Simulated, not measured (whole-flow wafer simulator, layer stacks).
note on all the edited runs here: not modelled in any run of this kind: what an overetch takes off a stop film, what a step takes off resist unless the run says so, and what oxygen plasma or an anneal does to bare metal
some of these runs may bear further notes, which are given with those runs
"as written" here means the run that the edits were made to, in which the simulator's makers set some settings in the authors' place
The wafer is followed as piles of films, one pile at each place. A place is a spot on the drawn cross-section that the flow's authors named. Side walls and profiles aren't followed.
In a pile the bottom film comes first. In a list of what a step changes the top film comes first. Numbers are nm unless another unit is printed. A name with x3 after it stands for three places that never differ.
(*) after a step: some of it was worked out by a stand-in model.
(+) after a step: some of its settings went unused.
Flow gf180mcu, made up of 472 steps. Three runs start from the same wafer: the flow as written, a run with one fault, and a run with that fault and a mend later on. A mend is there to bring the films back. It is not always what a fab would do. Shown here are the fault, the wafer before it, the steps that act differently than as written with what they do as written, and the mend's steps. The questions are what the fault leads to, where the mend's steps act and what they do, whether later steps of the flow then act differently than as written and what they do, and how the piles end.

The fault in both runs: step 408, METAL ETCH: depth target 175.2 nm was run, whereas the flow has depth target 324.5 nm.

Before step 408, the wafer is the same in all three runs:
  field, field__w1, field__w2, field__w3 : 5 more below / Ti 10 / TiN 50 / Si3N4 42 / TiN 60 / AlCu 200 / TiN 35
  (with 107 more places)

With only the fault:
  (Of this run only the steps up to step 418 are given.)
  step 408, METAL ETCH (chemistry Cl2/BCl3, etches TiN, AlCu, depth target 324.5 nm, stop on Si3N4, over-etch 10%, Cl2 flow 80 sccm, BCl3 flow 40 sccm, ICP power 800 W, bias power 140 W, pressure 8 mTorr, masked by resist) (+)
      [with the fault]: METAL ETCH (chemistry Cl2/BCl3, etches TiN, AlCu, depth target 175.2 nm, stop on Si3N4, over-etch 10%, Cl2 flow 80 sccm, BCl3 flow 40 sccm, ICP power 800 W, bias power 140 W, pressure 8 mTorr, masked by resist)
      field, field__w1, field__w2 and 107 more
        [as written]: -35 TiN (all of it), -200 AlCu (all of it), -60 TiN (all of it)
        [with the fault]: -35 TiN (all of it), -140.2 AlCu
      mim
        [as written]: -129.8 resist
        [with the fault]: -70.1 resist
  Steps later in the flow that act otherwise than as written:
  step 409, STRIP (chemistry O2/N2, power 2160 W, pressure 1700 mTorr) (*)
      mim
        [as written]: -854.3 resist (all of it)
        [with the fault]: -914 resist (all of it)
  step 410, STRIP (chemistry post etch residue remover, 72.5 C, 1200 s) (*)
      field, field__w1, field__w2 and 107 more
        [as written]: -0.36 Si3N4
        [with the fault]: -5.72 AlCu
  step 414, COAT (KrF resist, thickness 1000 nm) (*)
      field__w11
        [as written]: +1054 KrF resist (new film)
        [with the fault]: +1030.6 KrF resist (new film)
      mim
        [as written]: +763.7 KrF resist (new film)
        [with the fault]: +852.7 KrF resist (new film)
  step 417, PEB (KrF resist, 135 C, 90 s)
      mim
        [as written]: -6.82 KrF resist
        [with the fault]: -8.23 KrF resist
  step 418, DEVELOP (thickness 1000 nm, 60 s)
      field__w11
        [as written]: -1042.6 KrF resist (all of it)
        [with the fault]: -1019.8 KrF resist (all of it)
  The piles after step 418 differ from the flow's at field, field__w1, field__w2 and 109 more by more than 2% or 0.5 nm, whichever is larger.
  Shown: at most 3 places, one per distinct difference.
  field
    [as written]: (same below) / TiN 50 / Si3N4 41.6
    [with the fault]: (same below) / TiN 50 / Si3N4 42 / TiN 60 / AlCu 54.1
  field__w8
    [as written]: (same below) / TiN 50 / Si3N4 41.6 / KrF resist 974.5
    [with the fault]: (same below) / TiN 50 / Si3N4 42 / TiN 60 / AlCu 54.1 / KrF resist 974.5
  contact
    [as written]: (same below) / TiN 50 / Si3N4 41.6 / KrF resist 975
    [with the fault]: (same below) / TiN 50 / Si3N4 42 / TiN 60 / AlCu 54.1 / KrF resist 974.8

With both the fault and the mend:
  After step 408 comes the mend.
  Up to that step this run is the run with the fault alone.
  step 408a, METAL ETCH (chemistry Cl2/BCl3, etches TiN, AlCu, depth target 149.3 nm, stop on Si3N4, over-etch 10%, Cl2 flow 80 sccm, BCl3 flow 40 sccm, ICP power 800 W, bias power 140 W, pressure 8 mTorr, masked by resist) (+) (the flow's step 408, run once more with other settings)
      field, field__w1, field__w2 and 107 more
        -59.8 AlCu (all of it), -60 TiN (all of it)
      mim
        -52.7 resist
  None of the later steps of the flow differs from how it acts as written, at any place that is followed, by more than 2% or 0.5 nm, whichever is larger.
  At every place that both follow, the piles at the end match the flow's.
